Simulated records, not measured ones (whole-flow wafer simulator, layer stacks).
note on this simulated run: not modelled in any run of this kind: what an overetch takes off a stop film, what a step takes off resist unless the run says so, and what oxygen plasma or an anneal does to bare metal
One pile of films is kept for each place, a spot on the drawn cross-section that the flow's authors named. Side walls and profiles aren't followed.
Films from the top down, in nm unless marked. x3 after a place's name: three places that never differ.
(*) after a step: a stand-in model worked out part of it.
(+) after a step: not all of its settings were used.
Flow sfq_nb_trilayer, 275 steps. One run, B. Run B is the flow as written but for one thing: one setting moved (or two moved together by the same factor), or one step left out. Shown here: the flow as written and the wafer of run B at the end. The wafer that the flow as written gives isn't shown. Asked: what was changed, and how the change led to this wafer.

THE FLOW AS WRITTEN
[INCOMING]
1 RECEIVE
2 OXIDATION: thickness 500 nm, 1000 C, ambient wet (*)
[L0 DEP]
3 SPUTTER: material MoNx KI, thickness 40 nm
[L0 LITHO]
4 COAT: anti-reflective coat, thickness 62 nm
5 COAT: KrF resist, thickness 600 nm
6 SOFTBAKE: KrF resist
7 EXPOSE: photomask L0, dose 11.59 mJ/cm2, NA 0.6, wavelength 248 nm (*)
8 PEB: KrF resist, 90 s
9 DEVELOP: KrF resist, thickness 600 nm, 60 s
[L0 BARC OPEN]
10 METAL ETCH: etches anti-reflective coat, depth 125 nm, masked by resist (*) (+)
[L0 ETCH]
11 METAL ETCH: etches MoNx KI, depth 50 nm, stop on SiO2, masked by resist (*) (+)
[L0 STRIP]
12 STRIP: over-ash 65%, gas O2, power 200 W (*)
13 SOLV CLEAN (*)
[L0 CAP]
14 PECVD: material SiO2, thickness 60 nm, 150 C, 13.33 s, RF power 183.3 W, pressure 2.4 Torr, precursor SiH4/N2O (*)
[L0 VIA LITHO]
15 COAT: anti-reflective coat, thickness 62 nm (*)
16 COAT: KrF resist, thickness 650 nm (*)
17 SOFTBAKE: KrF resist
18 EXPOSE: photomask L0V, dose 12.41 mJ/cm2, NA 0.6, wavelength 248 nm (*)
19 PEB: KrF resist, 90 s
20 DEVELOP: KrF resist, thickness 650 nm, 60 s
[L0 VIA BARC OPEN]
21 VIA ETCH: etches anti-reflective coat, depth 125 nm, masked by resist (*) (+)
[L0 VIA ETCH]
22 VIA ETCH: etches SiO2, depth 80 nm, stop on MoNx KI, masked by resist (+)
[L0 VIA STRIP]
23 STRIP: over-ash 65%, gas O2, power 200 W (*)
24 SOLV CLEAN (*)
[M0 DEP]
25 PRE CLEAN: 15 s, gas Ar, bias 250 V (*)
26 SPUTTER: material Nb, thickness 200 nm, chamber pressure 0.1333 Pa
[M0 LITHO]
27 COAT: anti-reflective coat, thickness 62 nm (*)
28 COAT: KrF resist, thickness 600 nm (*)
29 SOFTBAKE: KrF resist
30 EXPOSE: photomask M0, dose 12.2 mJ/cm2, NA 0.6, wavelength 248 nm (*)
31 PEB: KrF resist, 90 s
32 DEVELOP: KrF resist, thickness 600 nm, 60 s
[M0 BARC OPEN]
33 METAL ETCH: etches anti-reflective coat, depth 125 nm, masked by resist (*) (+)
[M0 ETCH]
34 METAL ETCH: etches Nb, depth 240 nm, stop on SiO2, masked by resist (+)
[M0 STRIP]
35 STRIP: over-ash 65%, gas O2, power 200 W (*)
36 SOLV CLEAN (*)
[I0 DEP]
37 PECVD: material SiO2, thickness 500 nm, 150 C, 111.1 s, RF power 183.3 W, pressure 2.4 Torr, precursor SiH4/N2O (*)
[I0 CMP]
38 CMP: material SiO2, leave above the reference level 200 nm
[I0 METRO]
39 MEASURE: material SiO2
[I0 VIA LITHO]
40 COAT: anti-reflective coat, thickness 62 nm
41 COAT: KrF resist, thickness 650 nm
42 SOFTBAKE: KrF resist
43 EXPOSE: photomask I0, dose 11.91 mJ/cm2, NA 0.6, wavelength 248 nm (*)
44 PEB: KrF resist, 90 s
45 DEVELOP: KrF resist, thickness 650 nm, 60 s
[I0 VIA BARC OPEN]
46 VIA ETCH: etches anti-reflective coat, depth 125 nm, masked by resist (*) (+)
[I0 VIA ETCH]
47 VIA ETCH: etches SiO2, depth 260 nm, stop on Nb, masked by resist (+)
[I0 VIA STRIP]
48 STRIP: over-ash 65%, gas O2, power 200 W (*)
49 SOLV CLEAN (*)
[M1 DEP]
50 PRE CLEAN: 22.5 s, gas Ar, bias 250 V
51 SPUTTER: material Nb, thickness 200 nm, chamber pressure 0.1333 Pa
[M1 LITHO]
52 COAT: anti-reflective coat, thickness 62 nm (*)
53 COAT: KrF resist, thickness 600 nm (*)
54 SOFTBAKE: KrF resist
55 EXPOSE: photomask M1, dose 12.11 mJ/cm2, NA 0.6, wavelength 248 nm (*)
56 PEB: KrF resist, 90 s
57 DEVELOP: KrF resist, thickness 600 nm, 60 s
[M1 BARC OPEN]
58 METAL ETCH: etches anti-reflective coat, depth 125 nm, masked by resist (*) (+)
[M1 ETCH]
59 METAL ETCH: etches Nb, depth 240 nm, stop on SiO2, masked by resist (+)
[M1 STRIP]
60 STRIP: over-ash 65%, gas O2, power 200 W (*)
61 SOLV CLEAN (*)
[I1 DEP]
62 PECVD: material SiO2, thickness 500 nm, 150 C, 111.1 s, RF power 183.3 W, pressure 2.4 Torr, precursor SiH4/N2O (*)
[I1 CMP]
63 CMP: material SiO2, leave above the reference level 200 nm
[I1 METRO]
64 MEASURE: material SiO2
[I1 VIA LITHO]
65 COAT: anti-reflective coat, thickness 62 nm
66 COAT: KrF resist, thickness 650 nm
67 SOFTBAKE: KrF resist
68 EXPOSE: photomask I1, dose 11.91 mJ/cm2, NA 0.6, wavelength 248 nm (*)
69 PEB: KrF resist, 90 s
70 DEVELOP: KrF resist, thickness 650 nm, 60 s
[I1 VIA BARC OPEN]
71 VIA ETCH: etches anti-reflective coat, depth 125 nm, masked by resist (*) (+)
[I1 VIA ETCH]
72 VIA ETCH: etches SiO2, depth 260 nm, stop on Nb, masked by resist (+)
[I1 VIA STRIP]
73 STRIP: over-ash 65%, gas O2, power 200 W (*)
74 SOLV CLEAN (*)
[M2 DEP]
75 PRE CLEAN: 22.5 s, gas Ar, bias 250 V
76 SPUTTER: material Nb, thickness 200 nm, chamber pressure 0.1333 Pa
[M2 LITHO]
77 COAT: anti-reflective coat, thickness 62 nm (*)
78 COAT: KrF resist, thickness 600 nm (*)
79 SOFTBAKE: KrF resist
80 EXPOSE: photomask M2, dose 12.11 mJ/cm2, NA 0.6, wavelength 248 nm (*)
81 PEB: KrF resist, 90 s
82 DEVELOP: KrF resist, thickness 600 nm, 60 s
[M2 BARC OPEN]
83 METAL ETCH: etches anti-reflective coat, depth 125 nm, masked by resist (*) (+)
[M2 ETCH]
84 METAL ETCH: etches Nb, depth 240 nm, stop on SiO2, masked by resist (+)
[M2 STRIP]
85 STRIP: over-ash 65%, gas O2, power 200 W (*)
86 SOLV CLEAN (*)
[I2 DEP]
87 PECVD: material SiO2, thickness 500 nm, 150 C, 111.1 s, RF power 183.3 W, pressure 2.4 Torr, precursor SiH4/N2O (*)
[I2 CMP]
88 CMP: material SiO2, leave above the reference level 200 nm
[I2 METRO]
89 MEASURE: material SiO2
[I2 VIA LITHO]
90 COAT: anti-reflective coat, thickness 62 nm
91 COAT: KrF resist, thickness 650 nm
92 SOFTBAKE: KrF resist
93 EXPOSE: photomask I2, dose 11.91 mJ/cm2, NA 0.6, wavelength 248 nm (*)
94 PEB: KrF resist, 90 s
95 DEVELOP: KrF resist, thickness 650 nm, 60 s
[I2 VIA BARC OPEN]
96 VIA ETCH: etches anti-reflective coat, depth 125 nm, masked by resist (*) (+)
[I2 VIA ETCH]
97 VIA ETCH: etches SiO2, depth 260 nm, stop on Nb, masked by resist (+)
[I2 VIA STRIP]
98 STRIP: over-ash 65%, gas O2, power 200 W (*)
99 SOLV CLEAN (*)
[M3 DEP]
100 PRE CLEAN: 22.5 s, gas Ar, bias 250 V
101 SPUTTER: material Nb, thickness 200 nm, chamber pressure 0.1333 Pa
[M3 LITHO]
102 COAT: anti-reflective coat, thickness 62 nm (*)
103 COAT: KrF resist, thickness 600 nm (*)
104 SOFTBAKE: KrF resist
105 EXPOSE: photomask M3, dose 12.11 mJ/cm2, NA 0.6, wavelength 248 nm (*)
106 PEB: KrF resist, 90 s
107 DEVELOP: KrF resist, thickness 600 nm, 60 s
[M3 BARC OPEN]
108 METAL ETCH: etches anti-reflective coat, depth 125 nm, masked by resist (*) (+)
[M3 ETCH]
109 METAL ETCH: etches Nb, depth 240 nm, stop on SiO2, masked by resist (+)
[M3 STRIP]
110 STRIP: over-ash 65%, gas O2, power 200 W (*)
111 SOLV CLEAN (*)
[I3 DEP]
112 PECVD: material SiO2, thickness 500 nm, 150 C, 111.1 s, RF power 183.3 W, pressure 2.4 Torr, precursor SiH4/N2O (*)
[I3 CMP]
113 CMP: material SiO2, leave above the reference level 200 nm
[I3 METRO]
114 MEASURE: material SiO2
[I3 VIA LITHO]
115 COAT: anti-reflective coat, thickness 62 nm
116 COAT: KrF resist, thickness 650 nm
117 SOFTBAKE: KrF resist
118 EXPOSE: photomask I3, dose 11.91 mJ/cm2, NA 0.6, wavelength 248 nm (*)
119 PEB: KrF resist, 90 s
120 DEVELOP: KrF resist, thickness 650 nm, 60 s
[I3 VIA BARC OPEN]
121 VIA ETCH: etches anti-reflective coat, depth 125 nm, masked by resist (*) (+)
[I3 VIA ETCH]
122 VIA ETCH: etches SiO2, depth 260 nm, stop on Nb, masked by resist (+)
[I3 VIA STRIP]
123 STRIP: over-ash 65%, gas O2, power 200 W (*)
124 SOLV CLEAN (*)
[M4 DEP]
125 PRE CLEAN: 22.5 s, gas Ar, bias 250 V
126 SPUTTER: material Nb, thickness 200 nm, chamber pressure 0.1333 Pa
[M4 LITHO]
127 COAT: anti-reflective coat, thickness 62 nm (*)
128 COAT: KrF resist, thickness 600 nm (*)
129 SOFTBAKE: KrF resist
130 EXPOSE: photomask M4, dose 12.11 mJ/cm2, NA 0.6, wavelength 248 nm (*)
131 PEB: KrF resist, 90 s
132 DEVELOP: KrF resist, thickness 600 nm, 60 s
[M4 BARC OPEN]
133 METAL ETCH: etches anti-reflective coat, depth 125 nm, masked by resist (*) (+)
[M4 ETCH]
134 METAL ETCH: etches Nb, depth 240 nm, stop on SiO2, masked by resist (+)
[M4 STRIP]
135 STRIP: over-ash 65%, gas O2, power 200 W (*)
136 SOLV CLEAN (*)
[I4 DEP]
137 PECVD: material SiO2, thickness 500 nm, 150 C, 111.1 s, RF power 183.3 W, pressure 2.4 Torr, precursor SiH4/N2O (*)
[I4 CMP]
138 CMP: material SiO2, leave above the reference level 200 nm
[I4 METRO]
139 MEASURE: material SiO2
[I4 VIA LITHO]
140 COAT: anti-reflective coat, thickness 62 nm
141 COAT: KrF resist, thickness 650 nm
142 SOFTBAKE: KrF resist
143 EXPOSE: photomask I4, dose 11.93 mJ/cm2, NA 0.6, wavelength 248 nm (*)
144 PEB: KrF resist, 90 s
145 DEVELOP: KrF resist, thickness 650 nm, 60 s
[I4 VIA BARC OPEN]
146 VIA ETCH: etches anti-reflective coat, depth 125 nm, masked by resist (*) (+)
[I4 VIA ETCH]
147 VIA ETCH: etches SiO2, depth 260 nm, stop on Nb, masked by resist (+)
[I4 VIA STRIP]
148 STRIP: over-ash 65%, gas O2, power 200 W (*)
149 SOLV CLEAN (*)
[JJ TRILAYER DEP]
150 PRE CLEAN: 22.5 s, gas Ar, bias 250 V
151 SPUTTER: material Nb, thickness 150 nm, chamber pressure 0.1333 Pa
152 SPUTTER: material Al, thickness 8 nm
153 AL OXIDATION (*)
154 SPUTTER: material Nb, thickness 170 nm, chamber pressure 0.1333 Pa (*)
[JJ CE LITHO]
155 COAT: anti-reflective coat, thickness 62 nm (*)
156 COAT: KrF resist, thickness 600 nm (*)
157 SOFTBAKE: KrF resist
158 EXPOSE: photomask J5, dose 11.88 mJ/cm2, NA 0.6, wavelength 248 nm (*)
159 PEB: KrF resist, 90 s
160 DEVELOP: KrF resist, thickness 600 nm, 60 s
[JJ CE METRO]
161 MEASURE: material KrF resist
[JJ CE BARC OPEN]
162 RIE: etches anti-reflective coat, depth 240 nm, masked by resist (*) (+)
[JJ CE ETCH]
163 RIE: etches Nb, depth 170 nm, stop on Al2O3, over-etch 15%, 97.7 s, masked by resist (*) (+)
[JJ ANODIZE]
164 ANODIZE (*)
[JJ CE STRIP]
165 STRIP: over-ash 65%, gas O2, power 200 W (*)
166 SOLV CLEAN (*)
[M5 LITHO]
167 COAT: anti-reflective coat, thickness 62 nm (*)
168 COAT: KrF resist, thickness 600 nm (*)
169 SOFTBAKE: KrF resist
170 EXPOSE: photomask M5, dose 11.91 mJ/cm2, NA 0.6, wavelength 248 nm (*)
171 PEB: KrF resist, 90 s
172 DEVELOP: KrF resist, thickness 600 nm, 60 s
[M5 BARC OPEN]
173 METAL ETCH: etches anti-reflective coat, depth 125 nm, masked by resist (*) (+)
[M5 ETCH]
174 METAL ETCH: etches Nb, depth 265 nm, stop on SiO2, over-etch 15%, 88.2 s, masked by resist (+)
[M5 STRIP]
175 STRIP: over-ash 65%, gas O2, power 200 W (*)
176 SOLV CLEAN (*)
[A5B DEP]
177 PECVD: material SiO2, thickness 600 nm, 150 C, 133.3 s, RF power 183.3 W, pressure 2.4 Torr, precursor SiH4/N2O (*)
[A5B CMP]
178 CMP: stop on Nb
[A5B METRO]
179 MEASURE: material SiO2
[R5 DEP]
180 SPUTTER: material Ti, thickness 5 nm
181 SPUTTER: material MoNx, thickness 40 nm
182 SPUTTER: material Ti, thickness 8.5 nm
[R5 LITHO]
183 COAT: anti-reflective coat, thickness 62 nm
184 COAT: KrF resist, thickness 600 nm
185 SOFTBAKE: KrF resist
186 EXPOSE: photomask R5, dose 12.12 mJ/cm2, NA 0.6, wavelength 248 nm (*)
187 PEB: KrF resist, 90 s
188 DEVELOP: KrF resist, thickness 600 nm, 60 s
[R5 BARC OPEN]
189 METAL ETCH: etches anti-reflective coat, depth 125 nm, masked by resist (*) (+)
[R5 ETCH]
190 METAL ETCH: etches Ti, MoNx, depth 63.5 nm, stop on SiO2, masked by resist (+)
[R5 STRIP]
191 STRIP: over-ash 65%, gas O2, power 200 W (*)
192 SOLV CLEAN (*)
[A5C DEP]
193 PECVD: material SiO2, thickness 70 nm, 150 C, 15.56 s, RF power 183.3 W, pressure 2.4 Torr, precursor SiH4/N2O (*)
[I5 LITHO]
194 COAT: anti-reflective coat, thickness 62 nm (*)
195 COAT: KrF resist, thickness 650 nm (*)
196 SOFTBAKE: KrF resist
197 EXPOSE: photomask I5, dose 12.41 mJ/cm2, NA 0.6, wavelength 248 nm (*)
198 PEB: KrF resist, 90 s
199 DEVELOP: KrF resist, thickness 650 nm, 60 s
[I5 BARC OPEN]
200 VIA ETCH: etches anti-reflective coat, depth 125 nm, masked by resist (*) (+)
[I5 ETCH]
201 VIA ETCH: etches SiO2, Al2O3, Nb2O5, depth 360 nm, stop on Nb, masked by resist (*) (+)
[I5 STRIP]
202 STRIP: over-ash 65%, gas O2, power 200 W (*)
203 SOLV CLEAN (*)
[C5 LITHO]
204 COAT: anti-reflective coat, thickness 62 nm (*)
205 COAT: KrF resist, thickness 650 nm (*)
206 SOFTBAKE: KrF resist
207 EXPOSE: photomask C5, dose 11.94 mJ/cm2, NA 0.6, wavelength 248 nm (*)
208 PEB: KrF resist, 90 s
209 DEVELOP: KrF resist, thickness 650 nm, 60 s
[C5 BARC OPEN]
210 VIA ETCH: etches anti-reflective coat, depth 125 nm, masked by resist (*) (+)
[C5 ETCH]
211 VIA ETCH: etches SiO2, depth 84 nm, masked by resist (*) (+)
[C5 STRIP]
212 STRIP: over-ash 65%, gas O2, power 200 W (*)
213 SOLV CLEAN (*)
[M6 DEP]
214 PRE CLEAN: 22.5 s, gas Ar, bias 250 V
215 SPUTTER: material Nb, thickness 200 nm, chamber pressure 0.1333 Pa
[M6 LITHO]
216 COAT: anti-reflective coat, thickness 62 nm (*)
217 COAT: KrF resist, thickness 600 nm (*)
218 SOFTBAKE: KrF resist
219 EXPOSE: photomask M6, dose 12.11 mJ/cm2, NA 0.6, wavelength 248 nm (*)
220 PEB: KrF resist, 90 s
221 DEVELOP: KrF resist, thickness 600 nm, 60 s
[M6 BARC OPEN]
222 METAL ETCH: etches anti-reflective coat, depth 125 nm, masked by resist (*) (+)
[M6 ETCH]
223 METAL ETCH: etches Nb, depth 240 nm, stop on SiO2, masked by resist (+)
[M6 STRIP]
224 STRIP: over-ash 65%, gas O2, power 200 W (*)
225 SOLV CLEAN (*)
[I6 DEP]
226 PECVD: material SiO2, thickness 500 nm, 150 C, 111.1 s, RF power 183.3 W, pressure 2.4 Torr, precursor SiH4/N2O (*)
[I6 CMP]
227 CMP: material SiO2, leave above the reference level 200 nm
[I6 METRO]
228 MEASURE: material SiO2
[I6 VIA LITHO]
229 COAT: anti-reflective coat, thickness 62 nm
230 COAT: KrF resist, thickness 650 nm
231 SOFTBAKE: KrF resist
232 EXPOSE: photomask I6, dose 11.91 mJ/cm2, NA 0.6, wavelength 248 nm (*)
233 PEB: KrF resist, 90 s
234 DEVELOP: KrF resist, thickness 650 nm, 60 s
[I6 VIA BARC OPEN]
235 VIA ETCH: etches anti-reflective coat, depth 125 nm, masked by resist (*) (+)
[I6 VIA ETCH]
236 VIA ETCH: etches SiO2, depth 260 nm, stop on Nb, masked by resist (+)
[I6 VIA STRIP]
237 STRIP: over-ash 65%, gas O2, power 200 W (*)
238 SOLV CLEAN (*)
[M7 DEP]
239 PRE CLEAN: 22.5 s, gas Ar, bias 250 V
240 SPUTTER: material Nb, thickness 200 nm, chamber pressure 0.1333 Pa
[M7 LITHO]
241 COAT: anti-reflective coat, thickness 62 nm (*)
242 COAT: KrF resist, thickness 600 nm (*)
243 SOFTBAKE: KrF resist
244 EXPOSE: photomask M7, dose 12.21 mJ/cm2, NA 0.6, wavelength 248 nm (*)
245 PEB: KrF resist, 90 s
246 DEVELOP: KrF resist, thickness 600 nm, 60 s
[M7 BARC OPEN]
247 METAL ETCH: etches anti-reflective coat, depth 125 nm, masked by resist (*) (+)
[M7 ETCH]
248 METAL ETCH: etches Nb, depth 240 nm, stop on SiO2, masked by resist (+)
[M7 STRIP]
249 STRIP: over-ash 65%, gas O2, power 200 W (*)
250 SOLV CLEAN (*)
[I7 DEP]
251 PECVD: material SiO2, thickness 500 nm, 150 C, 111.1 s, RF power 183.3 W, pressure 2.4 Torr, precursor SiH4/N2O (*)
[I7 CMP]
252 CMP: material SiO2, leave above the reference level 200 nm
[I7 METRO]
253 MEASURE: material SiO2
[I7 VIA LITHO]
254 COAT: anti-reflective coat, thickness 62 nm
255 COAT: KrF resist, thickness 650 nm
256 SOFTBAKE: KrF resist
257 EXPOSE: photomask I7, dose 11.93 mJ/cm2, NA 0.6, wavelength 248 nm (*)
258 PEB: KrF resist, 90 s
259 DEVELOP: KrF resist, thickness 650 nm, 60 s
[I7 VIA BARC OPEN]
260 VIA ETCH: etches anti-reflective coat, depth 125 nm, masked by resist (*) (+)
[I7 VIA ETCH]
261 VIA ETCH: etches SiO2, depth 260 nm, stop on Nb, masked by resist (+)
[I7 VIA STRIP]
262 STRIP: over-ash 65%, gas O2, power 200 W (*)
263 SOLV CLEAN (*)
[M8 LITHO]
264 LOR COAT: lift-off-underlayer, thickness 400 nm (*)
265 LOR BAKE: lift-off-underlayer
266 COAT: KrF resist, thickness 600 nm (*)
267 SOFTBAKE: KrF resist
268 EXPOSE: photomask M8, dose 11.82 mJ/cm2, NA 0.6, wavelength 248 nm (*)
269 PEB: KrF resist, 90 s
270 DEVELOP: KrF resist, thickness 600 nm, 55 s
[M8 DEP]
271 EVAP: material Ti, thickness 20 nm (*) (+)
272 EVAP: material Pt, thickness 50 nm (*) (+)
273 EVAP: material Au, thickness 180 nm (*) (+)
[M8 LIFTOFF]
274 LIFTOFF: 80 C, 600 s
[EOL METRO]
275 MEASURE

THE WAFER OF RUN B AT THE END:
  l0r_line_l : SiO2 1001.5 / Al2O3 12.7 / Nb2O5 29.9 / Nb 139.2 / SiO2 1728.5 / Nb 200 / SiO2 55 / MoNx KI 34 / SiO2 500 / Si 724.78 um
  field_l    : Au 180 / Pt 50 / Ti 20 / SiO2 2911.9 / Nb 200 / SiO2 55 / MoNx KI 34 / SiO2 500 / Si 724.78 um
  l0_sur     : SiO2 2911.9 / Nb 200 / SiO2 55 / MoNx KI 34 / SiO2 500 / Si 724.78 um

The cause: step 3, SPUTTER: thickness 34 nm was run, where the flow has thickness 40 nm.
It can be read off the wafer: l0r_line_l has MoNx KI 34, and step 3 as written asks for 40 nm.

How the change led to this, step by step:
  3 SPUTTER: material MoNx KI, thickness 40 nm
      field_l, v_sur, via_wl and 103 more: MoNx KI +34 (new film) (as written it would be: MoNx KI +40 (new film))
  11 METAL ETCH: etches MoNx KI, depth 50 nm, stop on SiO2, masked by resist (*) (+)
      v_sur, via_wl, via_w and 97 more: MoNx KI -34 (all of it) (as written it would be: MoNx KI -40 (all of it))
  15 COAT: anti-reflective coat, thickness 62 nm (*)
      v_sur: anti-reflective coat +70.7 (new film) (as written it would be: anti-reflective coat +72.2 (new film))
      l0r_space_c: anti-reflective coat +75 (new film) (as written it would be: anti-reflective coat +77.2 (new film))
  23 STRIP: over-ash 65%, gas O2, power 200 W (*)
      v_sur: KrF resist -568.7 (all of it), anti-reflective coat -70.7 (all of it) (as written it would be: KrF resist -570.5 (all of it), anti-reflective coat -72.2 (all of it))
      l0r_space_c: KrF resist -574.2 (all of it), anti-reflective coat -75 (all of it) (as written it would be: KrF resist -576.8 (all of it), anti-reflective coat -77.2 (all of it))
  27 COAT: anti-reflective coat, thickness 62 nm (*)
      v_sur: anti-reflective coat +70.8 (new film) (as written it would be: anti-reflective coat +72.3 (new film))
      l0r_space_c: anti-reflective coat +75.5 (new film) (as written it would be: anti-reflective coat +78 (new film))
  35 STRIP: over-ash 65%, gas O2, power 200 W (*)
      v_sur: KrF resist -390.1 (all of it), anti-reflective coat -70.8 (all of it) (as written it would be: KrF resist -391.6 (all of it), anti-reflective coat -72.3 (all of it))
      l0r_space_c: KrF resist -395.3 (all of it), anti-reflective coat -75.5 (all of it) (as written it would be: KrF resist -397.6 (all of it), anti-reflective coat -78 (all of it))
  38 CMP: material SiO2, leave above the reference level 200 nm
      l0v: SiO2 -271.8 (as written it would be: SiO2 -277.8)
